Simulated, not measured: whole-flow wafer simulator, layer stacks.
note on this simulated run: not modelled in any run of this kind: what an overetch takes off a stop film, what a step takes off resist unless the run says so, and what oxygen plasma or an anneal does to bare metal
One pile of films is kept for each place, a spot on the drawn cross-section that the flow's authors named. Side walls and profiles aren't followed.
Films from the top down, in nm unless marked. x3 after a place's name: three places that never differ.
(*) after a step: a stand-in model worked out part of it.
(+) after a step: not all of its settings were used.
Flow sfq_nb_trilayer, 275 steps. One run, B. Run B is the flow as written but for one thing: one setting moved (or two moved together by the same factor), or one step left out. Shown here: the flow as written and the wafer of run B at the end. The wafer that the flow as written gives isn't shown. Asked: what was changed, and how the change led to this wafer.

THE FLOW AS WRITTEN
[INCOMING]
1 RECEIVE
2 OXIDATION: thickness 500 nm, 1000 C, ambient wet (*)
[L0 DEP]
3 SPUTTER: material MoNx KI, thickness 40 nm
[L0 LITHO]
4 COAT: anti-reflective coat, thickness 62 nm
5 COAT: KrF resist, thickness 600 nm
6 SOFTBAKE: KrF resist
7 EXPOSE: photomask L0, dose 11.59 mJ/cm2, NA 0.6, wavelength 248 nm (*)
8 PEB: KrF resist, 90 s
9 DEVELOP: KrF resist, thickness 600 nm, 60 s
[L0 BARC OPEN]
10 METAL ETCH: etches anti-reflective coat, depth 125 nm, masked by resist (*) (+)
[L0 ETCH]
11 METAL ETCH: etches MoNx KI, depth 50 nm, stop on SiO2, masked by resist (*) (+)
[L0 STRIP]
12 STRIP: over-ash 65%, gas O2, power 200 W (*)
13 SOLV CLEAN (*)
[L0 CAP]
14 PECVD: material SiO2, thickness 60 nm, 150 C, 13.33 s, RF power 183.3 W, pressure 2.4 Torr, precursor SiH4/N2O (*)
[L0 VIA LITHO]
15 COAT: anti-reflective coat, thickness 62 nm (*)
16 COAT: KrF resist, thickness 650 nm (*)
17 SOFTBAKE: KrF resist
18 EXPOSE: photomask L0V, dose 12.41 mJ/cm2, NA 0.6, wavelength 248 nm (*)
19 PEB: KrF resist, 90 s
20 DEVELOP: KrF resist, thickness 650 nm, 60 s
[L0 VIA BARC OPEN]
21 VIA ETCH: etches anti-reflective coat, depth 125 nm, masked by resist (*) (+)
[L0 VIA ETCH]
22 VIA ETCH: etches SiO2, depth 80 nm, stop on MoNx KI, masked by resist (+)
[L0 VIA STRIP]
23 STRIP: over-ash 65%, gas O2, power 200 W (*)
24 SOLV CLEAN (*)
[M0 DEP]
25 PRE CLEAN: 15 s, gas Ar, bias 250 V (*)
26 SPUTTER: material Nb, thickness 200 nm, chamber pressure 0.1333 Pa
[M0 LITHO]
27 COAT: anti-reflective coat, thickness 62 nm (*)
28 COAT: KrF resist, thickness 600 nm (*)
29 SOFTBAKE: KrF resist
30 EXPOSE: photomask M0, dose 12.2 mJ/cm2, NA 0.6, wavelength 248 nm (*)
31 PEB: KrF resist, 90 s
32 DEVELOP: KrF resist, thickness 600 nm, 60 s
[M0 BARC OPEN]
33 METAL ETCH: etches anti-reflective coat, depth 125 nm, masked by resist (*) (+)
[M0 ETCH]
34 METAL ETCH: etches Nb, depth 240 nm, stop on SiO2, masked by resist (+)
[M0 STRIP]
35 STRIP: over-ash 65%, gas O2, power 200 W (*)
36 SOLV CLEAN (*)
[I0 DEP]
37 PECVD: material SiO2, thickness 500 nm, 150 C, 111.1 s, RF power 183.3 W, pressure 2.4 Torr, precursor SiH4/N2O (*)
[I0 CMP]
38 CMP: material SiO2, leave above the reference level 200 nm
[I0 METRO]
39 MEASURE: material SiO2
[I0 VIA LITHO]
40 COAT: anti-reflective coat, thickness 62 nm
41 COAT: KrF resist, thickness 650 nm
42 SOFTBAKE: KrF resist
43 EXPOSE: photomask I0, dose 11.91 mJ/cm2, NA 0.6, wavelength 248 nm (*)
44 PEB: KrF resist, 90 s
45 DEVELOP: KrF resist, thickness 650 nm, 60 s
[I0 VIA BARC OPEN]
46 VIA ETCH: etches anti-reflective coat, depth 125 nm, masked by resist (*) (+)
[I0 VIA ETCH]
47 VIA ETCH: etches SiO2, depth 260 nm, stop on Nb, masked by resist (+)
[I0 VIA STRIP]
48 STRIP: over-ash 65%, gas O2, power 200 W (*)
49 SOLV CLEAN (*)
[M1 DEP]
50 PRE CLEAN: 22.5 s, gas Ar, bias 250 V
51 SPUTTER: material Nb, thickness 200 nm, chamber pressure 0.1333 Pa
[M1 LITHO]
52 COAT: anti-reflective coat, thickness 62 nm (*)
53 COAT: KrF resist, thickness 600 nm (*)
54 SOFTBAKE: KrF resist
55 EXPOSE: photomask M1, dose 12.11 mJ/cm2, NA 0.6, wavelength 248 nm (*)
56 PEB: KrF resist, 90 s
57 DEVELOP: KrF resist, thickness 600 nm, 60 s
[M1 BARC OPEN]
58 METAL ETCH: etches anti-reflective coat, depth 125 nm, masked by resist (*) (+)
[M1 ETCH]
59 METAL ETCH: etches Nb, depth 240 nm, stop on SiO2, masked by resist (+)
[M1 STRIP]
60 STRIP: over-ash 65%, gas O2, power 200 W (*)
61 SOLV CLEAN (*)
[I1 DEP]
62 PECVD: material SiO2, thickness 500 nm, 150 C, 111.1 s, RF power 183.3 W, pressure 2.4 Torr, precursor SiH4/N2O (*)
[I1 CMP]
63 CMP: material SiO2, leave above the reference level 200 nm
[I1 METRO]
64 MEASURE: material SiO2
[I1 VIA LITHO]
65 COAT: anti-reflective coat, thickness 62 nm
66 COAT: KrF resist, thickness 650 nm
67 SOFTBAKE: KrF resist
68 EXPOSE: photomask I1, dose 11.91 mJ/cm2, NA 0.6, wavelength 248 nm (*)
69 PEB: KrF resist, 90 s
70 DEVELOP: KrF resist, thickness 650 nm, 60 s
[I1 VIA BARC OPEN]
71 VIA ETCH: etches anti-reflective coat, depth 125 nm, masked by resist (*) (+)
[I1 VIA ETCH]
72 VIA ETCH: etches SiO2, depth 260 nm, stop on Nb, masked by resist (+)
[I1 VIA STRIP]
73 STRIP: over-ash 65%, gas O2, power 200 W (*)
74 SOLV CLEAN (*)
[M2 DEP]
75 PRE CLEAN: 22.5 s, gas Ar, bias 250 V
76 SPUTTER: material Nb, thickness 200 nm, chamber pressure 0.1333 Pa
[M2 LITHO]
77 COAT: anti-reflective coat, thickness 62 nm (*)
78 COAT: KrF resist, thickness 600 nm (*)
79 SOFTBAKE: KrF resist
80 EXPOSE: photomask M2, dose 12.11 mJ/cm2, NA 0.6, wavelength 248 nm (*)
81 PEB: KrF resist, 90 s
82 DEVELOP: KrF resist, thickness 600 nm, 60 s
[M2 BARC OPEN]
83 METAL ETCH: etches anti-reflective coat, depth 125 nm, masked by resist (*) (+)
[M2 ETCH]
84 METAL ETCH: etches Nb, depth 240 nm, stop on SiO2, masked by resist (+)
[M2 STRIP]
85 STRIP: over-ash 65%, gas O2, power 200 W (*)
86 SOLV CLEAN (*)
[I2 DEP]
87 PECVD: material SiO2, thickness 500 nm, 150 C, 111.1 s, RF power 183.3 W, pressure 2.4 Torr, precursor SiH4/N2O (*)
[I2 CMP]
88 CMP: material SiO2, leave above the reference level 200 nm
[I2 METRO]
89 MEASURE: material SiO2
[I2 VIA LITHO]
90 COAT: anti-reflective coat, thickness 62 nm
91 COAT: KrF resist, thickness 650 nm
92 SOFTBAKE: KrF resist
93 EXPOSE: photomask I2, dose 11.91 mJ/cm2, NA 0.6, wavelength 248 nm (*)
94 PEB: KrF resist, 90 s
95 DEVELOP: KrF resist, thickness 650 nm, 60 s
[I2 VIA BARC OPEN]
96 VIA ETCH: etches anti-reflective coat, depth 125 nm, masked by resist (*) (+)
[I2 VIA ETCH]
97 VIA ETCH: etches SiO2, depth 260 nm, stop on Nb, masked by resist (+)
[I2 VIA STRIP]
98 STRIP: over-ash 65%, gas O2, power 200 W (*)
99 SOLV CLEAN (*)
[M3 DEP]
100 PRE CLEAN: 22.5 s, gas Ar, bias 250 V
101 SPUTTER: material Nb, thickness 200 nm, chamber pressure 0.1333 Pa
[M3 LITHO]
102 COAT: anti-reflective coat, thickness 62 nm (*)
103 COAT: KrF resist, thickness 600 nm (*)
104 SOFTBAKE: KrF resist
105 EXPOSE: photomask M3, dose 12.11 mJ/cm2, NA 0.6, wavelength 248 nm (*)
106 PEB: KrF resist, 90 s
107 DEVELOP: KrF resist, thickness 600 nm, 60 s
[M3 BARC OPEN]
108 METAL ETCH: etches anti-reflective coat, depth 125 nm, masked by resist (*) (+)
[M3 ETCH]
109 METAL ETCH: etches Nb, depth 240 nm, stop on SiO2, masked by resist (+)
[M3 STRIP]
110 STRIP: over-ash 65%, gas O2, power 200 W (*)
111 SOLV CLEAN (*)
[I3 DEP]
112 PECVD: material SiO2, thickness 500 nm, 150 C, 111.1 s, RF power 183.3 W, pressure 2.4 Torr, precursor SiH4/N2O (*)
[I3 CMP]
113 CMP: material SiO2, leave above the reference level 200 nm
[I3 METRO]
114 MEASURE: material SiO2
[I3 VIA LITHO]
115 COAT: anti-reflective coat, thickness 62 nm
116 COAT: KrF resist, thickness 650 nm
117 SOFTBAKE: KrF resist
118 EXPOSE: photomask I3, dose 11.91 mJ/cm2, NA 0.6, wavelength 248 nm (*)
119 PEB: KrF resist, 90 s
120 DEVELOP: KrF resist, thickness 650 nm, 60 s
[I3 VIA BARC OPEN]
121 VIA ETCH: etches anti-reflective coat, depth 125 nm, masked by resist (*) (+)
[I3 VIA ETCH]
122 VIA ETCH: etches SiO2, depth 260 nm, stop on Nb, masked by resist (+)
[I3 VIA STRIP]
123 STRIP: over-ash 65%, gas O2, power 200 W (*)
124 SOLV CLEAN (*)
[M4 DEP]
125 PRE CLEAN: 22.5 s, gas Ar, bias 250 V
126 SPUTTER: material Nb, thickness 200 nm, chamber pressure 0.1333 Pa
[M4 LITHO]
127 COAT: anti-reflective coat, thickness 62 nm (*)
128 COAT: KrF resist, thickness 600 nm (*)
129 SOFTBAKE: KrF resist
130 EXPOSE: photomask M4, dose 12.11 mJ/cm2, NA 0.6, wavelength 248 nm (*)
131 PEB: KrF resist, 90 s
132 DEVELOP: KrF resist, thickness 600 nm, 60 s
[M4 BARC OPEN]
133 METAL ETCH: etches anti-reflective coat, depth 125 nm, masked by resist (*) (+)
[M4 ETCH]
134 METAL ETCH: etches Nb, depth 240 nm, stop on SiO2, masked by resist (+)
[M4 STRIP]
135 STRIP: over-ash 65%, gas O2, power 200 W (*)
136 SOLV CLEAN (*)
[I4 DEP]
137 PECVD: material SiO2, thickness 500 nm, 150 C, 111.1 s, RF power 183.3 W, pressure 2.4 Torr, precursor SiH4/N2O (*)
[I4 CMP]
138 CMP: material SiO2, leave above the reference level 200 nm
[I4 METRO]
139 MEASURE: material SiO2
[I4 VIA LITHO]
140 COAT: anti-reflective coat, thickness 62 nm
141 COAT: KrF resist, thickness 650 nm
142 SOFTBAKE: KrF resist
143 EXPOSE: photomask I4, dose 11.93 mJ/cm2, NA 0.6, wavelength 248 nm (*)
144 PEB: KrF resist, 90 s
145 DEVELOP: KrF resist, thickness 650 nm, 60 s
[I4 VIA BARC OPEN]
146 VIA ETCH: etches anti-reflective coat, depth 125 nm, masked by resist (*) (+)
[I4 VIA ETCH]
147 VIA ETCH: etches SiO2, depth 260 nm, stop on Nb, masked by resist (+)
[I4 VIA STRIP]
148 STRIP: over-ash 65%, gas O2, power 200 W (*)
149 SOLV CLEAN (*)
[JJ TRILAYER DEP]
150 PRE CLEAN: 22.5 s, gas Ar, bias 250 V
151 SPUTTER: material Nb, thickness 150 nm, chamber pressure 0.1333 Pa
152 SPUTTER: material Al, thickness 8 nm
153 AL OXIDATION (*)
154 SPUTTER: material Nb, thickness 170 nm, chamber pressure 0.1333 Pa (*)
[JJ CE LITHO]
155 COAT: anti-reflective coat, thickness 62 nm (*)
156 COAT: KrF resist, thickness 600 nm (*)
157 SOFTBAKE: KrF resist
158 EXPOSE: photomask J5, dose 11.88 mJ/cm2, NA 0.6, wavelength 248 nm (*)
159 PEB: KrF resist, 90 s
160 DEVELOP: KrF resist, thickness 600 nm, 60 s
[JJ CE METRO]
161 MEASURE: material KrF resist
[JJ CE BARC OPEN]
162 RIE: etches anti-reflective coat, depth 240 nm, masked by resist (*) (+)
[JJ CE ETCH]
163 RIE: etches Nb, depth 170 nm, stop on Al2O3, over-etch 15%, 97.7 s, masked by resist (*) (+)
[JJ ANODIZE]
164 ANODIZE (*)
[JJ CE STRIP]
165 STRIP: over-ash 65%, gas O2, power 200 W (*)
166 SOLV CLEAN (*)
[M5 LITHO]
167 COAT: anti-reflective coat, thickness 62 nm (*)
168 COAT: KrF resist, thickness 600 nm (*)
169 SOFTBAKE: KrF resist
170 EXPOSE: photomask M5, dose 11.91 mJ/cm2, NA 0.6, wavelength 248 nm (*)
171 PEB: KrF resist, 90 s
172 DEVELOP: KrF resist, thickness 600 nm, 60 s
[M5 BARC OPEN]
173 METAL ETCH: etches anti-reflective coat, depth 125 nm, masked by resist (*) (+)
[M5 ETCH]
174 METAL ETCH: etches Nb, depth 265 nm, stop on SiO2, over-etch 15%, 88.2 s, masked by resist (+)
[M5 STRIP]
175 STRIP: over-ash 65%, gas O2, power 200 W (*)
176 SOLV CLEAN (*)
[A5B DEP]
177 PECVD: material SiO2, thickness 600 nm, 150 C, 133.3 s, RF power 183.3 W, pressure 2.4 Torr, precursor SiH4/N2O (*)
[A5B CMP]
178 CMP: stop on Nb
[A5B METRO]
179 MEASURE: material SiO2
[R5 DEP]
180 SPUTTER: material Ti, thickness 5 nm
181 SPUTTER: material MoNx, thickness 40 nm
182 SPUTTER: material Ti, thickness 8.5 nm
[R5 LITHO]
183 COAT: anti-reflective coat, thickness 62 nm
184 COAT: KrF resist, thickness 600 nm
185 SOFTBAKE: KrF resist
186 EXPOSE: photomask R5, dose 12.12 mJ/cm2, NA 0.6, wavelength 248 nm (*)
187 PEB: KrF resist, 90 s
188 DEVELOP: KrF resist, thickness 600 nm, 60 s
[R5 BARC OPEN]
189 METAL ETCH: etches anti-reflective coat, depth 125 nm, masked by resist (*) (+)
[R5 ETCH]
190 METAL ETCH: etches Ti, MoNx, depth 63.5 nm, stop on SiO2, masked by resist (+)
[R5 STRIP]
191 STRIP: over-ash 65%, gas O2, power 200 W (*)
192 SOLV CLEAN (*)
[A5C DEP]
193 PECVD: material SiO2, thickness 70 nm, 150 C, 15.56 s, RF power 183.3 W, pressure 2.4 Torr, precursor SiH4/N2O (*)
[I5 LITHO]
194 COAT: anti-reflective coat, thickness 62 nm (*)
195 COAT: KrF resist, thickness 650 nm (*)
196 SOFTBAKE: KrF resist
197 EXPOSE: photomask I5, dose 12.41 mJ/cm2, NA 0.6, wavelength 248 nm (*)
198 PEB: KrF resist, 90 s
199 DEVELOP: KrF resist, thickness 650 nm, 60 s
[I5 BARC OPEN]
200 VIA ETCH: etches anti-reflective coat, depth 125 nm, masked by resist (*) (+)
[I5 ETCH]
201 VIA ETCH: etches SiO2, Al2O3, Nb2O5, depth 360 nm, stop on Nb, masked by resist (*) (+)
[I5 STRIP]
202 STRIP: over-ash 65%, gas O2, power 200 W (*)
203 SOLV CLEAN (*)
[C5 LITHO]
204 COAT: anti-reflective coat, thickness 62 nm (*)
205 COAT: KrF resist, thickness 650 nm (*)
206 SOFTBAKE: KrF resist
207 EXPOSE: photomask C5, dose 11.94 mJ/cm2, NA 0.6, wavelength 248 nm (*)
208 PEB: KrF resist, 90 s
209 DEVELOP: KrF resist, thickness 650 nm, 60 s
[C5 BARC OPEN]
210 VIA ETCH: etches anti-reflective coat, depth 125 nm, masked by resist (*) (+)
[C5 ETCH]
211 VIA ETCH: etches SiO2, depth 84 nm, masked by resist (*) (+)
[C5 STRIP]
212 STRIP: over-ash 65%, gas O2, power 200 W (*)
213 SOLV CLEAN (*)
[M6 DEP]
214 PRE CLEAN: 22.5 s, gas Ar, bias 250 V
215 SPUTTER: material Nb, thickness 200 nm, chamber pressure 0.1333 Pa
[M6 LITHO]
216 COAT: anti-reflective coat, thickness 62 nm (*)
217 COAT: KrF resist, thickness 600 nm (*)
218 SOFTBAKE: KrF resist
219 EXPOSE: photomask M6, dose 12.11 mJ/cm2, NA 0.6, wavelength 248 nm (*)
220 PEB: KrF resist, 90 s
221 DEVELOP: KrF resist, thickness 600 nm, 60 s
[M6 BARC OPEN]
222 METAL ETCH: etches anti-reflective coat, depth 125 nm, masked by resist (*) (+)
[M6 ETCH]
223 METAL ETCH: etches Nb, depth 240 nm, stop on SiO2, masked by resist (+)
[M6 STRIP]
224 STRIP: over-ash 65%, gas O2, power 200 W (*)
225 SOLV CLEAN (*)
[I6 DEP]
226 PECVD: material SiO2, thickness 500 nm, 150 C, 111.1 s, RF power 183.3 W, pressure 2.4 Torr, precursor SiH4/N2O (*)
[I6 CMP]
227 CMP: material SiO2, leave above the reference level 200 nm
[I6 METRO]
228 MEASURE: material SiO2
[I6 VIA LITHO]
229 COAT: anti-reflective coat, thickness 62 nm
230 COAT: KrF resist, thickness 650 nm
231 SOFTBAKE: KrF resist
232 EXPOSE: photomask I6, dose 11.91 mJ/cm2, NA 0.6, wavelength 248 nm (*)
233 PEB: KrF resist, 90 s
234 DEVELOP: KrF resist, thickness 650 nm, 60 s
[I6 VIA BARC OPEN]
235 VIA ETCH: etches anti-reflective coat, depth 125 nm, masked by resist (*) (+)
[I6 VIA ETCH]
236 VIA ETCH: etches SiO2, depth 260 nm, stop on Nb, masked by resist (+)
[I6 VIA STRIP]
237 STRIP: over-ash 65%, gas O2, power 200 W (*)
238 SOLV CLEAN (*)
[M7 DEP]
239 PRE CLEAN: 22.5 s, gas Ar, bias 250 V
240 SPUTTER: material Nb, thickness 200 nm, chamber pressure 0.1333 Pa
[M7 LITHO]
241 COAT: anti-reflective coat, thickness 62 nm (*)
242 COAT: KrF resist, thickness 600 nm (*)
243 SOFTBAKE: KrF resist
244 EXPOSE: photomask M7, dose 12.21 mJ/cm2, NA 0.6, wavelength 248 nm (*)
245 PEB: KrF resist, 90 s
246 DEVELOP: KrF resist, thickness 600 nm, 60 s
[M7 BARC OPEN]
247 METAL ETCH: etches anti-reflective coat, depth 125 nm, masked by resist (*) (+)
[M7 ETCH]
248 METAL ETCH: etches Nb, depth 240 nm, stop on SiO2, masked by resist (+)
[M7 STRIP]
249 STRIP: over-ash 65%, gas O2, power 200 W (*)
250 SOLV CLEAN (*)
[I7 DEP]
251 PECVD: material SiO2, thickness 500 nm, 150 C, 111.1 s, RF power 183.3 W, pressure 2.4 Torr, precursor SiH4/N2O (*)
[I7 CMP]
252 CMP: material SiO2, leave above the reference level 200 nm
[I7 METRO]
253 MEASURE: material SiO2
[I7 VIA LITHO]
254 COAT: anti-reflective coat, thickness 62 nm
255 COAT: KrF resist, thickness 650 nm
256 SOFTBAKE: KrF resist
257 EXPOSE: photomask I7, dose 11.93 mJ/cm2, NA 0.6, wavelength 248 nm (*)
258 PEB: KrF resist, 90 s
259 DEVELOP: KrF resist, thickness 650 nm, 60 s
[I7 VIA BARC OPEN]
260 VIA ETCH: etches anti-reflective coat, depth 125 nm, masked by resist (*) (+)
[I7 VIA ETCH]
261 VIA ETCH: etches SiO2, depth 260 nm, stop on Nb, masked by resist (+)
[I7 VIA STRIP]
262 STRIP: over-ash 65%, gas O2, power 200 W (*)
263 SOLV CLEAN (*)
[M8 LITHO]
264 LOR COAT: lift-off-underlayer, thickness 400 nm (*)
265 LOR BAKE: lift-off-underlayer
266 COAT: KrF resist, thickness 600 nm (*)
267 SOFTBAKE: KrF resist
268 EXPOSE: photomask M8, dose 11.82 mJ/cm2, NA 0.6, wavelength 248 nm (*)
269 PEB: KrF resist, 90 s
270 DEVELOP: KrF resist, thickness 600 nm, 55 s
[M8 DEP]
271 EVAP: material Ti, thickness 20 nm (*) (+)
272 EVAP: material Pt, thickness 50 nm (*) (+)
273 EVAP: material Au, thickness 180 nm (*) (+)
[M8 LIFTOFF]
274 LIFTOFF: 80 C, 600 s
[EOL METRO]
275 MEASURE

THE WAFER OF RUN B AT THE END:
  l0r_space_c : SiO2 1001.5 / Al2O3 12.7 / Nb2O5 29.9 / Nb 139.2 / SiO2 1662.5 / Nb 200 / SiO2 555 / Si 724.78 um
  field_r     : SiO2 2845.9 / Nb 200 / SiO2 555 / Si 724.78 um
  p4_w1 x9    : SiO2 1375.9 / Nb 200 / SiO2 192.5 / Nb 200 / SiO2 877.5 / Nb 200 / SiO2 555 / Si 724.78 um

The cause: step 76, SPUTTER: thickness 100 nm was run, where the flow has thickness 200 nm.

How the change led to this, step by step:
  76 SPUTTER: material Nb, thickness 200 nm, chamber pressure 0.1333 Pa
      field_l, v_sur, via_wl and 102 more: Nb +100 (new film) (as written it would be: Nb +200 (new film))
      via_v: Nb +88.1 (as written it would be: Nb +174.5)
  77 COAT: anti-reflective coat, thickness 62 nm (*)
      via_v: anti-reflective coat +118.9 (new film) (as written it would be: anti-reflective coat +123.1 (new film))
  84 METAL ETCH: etches Nb, depth 240 nm, stop on SiO2, masked by resist (+)
      field_l, be, be_sur and 81 more: Nb -100 (all of it) (as written it would be: Nb -200 (all of it))
      v_sur, via_wl, via_w and 19 more: KrF resist -88.2 (as written it would be: KrF resist -141.2)
  85 STRIP: over-ash 65%, gas O2, power 200 W (*)
      wl_j_sl, wl_jj, wl_j_sr and 12 more: KrF resist -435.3 (all of it), anti-reflective coat -62 (all of it) (as written it would be: KrF resist -382.4 (all of it), anti-reflective coat -62 (all of it))
      v_sur: KrF resist -433.1 (all of it), anti-reflective coat -61.4 (all of it) (as written it would be: KrF resist -380 (all of it), anti-reflective coat -61.4 (all of it))
      (and at 6 more places)
  87 PECVD: material SiO2, thickness 500 nm, 150 C, 111.1 s, RF power 183.3 W, pressure 2.4 Torr, precursor SiH4/N2O (*)
      via_v: SiO2 +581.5 (new film) (as written it would be: SiO2 +606 (new film))
  88 CMP: material SiO2, leave above the reference level 200 nm
      field_l, be, be_sur and 81 more: SiO2 -200 (as written it would be: SiO2 -100)
      via_v: SiO2 -170.7 (as written it would be: SiO2 -181.6)
